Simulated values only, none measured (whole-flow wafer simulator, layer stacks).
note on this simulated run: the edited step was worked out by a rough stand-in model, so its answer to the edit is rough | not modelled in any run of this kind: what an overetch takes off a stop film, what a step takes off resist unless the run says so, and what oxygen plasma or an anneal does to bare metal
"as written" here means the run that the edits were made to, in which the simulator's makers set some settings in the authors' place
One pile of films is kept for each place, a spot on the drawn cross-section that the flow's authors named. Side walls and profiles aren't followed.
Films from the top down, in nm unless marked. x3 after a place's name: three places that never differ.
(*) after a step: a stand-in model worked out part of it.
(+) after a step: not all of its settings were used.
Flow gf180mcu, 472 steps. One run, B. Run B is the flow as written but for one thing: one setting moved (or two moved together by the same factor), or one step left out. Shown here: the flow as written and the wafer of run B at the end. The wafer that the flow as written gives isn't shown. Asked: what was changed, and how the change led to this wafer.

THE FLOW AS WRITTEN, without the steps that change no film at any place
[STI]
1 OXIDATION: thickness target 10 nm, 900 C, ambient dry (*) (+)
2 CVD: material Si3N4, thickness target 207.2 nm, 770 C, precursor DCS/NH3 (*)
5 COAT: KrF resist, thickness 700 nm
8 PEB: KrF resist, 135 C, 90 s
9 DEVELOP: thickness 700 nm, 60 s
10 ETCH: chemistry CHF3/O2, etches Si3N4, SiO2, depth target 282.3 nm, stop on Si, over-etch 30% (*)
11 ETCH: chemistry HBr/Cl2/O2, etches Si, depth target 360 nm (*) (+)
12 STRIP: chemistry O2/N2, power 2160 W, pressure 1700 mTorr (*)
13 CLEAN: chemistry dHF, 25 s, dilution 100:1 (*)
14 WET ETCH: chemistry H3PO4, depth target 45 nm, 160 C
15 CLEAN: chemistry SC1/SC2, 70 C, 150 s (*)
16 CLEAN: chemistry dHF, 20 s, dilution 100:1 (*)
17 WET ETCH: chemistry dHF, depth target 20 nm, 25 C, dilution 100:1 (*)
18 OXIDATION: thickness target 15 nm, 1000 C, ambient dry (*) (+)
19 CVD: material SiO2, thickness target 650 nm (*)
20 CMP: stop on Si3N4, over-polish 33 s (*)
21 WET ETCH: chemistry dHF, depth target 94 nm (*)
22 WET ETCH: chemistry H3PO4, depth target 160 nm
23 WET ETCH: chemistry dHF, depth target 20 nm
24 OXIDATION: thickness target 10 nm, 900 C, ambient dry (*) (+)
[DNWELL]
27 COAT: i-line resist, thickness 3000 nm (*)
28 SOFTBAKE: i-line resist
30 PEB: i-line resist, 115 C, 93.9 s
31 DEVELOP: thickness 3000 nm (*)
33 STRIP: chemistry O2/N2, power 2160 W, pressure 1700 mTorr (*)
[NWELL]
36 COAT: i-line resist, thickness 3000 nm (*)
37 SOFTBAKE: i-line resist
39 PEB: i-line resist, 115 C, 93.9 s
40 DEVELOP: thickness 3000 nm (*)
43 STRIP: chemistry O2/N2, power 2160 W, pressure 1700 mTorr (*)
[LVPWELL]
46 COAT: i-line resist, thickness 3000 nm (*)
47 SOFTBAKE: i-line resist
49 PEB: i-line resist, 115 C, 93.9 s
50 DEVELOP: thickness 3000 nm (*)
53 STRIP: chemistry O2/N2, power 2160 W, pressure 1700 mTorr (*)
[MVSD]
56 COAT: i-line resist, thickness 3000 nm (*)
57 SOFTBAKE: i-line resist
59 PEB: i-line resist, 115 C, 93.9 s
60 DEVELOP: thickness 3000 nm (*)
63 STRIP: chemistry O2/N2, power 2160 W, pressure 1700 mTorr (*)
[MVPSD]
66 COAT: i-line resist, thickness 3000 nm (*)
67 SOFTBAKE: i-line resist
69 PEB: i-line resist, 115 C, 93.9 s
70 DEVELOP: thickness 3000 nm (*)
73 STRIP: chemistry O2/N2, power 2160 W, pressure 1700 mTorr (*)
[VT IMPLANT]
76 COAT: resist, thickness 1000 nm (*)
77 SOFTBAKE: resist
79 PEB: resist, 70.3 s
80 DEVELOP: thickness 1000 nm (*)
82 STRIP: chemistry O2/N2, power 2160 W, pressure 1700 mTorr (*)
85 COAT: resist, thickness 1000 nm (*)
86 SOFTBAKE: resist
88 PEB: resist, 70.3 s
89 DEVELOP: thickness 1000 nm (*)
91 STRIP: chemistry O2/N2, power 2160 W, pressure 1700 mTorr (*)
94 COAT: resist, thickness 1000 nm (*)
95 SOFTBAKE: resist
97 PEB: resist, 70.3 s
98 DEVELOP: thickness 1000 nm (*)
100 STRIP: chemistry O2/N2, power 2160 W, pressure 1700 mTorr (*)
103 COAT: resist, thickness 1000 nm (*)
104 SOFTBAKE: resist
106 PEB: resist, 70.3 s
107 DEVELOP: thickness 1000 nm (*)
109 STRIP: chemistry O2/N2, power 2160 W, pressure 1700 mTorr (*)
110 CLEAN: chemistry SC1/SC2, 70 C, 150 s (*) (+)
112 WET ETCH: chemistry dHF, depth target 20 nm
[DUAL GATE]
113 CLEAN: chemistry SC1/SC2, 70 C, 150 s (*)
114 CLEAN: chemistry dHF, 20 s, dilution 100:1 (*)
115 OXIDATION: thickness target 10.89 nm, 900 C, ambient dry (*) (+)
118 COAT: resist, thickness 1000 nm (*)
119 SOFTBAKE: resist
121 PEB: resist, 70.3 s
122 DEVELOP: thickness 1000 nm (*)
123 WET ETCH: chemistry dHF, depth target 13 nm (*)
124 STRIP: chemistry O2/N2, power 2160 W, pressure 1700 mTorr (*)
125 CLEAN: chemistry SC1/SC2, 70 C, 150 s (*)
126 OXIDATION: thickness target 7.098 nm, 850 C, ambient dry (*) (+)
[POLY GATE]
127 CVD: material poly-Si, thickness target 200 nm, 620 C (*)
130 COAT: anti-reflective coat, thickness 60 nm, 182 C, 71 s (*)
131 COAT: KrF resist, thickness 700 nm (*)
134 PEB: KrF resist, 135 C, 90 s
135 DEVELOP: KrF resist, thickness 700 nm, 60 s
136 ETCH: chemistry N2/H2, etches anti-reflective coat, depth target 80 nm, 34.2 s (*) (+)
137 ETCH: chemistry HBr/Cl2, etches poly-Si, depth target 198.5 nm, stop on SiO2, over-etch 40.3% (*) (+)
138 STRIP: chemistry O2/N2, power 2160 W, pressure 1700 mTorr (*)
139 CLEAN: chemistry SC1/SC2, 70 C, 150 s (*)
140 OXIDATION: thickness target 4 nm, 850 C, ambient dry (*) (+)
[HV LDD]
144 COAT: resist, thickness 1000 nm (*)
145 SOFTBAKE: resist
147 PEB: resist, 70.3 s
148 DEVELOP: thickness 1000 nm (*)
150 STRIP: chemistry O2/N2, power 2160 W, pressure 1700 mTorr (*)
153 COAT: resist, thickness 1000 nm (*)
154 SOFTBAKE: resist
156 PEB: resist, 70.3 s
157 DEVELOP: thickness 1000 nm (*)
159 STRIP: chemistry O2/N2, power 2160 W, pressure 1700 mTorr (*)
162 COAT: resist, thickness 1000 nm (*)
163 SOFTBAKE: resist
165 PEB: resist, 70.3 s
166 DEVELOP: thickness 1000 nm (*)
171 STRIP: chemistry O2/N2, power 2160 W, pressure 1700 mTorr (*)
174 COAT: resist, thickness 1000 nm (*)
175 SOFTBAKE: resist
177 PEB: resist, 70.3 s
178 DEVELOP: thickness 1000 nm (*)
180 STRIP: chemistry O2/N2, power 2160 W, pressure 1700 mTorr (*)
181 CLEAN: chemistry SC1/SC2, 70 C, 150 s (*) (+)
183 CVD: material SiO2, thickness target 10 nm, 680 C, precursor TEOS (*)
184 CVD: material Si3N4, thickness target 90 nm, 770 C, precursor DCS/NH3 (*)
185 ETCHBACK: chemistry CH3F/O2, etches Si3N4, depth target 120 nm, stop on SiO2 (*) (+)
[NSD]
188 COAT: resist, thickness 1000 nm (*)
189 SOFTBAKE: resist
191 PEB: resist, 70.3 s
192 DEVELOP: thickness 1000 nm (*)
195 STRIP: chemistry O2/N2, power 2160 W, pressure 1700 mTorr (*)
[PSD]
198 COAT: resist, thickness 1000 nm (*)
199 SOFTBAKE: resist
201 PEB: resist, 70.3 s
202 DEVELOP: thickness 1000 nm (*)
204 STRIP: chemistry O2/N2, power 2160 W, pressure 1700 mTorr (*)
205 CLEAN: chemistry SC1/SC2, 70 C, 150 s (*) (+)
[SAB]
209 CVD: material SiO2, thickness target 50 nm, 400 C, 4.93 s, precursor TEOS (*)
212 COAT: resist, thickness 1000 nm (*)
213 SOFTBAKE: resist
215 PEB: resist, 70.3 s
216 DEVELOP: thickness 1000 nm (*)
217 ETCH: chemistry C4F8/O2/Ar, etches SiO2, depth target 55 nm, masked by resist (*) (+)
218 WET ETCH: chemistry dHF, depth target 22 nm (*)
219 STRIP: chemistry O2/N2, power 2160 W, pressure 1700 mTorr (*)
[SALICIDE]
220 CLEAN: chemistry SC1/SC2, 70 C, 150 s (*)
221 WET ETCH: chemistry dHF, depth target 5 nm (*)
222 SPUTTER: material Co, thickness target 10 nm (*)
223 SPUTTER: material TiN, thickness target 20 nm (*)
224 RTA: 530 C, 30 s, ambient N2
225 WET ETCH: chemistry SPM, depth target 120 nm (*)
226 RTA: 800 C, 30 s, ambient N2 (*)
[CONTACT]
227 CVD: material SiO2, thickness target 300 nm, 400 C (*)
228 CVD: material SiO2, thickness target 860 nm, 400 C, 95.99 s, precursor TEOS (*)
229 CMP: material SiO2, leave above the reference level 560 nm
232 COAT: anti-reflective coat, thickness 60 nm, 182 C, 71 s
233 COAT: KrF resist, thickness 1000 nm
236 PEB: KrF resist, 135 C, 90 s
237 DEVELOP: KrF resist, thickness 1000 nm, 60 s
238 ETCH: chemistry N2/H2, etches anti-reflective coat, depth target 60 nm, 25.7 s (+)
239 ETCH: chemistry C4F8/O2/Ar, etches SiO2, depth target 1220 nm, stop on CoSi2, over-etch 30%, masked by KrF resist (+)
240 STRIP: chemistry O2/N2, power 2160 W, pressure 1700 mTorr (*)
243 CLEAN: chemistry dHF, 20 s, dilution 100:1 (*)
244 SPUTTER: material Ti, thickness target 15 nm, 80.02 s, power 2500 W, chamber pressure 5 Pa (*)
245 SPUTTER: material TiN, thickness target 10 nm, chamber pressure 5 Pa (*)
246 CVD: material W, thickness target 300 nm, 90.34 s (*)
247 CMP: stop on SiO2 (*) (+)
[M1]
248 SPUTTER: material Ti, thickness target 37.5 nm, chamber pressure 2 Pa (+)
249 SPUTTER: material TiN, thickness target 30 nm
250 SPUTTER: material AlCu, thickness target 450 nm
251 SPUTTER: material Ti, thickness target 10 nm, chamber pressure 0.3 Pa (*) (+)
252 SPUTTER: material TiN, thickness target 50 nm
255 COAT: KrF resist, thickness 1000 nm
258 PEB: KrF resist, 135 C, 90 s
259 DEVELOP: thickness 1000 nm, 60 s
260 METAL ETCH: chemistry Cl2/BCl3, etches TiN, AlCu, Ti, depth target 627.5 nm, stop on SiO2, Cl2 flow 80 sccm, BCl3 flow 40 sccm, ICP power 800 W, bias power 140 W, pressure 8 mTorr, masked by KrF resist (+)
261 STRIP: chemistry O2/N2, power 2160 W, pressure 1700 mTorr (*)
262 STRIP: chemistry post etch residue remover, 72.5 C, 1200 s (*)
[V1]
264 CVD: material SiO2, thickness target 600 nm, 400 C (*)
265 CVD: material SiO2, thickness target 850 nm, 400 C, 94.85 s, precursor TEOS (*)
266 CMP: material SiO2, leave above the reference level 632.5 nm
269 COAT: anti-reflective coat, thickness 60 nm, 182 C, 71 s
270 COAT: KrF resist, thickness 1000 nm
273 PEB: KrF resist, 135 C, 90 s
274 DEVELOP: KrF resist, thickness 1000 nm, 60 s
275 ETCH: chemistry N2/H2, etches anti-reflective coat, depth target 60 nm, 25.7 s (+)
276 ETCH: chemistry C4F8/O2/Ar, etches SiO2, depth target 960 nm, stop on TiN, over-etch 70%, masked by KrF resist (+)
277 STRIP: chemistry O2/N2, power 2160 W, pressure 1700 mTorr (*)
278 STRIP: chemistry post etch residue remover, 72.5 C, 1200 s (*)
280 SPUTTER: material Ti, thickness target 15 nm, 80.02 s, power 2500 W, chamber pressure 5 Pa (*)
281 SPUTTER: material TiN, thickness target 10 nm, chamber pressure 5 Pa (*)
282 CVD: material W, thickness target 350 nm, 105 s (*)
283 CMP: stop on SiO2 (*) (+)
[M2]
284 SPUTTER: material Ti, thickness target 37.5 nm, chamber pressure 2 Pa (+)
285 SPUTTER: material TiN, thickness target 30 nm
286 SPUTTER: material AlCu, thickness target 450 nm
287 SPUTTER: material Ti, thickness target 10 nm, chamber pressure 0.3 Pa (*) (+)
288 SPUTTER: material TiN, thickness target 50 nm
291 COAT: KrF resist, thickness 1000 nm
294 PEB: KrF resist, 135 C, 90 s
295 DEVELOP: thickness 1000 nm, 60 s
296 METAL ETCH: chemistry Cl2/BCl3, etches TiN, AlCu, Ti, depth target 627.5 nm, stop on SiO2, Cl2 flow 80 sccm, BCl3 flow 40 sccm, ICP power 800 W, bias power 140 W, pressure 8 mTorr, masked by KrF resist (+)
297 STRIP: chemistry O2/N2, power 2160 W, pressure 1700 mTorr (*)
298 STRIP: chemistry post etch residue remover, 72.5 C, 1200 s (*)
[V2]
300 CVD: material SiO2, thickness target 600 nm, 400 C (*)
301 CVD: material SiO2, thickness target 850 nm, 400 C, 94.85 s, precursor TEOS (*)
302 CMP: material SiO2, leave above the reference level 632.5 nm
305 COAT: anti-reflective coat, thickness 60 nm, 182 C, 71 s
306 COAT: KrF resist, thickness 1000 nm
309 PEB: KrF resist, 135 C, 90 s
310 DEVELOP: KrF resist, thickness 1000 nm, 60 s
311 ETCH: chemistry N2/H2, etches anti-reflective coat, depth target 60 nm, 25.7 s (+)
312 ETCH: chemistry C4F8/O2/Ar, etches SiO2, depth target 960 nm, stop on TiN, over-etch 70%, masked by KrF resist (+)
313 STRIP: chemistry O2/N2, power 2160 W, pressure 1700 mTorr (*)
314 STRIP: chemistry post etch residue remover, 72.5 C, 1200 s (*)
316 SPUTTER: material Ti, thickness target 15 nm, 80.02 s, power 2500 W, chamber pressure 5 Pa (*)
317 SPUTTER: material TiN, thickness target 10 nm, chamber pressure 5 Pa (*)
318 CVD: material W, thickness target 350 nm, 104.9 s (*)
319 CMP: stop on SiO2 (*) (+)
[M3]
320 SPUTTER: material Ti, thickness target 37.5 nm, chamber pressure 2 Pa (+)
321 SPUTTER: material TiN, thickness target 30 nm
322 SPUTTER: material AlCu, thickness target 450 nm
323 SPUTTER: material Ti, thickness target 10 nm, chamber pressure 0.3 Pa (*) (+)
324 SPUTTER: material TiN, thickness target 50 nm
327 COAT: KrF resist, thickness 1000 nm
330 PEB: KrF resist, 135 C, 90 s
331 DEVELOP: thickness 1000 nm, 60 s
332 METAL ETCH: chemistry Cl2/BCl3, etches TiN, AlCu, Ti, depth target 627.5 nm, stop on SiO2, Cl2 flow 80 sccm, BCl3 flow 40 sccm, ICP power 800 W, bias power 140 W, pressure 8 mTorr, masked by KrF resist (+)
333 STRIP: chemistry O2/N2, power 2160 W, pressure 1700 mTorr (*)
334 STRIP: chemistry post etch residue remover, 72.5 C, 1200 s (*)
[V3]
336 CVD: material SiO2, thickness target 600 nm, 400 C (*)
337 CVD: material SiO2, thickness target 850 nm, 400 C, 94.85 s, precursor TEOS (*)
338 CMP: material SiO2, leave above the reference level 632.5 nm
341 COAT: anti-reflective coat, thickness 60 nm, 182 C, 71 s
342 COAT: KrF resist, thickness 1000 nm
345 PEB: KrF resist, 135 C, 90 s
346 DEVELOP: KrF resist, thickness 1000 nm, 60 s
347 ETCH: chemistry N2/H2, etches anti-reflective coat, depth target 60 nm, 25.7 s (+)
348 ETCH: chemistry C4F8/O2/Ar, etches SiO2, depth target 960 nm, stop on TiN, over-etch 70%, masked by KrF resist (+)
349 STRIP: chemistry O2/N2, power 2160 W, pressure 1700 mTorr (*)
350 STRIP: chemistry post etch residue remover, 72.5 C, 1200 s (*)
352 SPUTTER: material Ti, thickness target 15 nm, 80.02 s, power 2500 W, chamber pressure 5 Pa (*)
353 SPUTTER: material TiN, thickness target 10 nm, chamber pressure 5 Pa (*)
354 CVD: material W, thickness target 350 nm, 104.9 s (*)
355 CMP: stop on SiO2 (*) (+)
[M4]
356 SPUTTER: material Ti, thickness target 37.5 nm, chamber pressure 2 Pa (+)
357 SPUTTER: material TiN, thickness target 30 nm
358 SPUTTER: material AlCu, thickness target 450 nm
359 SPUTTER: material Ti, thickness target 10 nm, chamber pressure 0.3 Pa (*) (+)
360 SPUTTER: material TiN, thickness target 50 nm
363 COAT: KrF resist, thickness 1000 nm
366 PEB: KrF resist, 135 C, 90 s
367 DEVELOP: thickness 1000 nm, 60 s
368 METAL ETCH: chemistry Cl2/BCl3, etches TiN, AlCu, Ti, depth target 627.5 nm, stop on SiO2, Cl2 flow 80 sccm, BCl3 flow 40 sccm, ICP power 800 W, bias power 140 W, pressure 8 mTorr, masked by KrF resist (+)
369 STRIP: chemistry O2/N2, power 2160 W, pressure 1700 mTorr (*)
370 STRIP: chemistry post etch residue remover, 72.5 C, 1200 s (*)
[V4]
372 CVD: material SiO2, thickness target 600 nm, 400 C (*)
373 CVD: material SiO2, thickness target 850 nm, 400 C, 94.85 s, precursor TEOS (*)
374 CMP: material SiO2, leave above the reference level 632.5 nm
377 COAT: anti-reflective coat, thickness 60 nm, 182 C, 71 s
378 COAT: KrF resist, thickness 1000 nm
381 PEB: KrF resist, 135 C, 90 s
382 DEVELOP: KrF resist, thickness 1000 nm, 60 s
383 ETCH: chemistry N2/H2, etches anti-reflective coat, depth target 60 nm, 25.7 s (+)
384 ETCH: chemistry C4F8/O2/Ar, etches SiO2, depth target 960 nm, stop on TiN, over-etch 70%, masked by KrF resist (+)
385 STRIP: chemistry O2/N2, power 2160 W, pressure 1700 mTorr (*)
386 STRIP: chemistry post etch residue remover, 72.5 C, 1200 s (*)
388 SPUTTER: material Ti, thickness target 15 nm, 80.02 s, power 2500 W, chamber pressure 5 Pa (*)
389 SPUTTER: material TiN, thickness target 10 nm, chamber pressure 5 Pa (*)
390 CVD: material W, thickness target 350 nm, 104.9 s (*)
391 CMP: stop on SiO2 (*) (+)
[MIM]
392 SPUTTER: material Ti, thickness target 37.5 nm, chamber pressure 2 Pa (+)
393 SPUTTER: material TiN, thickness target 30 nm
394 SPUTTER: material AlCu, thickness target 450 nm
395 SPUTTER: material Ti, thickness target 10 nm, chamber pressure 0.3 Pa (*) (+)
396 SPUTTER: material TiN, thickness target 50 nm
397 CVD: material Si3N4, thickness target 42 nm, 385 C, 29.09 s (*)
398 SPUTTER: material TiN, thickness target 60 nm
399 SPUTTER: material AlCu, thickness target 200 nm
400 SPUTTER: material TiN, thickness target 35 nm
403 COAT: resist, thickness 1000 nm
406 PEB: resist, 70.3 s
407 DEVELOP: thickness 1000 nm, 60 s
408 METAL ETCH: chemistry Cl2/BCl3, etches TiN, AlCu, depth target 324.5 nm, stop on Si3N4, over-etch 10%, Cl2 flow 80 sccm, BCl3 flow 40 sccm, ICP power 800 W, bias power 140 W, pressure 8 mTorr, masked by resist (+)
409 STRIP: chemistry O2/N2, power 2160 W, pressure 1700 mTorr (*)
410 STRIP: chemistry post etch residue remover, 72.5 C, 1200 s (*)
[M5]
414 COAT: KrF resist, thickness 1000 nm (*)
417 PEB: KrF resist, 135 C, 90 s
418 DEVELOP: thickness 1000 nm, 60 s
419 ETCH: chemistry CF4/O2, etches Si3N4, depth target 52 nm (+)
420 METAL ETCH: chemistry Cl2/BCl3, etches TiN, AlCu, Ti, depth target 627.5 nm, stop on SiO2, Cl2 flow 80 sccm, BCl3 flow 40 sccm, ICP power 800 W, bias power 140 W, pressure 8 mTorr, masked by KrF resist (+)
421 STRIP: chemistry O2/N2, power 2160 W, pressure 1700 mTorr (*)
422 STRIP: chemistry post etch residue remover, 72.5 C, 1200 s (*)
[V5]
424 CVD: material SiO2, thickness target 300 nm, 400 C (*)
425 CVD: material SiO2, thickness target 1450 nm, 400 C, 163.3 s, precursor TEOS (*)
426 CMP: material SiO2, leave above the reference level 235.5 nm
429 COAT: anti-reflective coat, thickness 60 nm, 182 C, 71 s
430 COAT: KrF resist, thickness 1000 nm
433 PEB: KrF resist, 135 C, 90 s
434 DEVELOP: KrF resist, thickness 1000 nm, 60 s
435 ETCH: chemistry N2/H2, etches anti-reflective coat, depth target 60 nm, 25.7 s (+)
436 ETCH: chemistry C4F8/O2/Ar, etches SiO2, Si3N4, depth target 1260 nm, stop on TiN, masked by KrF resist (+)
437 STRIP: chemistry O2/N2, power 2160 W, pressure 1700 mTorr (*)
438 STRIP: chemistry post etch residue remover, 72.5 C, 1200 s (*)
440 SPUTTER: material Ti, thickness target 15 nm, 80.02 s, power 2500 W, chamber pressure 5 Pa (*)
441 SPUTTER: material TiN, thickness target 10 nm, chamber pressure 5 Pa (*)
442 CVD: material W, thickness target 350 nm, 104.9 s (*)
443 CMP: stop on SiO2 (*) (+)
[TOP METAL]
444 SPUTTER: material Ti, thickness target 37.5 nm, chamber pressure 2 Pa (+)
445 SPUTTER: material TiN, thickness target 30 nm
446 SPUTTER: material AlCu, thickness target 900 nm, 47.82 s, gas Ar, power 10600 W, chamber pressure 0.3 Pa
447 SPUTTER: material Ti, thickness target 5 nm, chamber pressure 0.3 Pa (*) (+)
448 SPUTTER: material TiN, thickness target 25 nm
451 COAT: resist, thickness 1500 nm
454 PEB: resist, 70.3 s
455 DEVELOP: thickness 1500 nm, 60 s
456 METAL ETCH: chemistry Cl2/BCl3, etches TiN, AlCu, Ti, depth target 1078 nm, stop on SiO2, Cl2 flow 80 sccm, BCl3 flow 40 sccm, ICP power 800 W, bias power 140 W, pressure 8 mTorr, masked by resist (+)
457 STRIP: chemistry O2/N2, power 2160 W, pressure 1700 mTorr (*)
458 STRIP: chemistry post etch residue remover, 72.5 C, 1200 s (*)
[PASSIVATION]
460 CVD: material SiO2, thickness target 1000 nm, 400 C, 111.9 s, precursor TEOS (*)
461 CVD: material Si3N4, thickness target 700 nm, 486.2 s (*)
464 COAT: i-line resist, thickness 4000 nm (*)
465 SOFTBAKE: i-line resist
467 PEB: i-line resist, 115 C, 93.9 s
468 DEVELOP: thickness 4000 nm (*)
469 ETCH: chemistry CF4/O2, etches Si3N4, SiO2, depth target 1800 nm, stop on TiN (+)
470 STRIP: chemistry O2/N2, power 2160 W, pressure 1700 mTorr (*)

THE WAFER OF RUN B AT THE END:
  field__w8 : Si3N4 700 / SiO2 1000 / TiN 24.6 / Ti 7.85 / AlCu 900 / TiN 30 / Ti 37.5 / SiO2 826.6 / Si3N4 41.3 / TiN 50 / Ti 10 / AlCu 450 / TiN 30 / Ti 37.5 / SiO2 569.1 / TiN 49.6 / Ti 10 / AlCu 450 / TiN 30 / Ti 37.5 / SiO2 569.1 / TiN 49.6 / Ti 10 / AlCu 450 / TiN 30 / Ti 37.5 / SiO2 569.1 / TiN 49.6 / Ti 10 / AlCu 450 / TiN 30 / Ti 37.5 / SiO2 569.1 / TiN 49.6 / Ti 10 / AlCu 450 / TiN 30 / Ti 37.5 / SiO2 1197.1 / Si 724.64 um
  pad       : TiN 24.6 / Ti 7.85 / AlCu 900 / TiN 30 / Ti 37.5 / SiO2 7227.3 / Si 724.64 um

The cause: step 447, SPUTTER: thickness target 7.85 nm was run, where the flow has thickness target 5 nm.
It can be read off the wafer: field__w8 has Ti 7.85, and step 447 as written asks for 5 nm.

How the change led to this, step by step:
  447 SPUTTER: material Ti, thickness target 5 nm, chamber pressure 0.3 Pa (*) (+)
      field, field__w1, field__w2 and 109 more: Ti +7.85 (new film) (as written it would be: Ti +5 (new film))
  456 METAL ETCH: chemistry Cl2/BCl3, etches TiN, AlCu, Ti, depth target 1078 nm, stop on SiO2, Cl2 flow 80 sccm, BCl3 flow 40 sccm, ICP power 800 W, bias power 140 W, pressure 8 mTorr, masked by resist (+)
      field, field__w1, field__w2 and 103 more: TiN -25 (all of it), Ti -7.85 (all of it), AlCu -900 (all of it), TiN -30 (all of it), Ti -37.5 (all of it) (as written it would be: TiN -25 (all of it), Ti -5 (all of it), AlCu -900 (all of it), TiN -30 (all of it), Ti -37.5 (all of it))
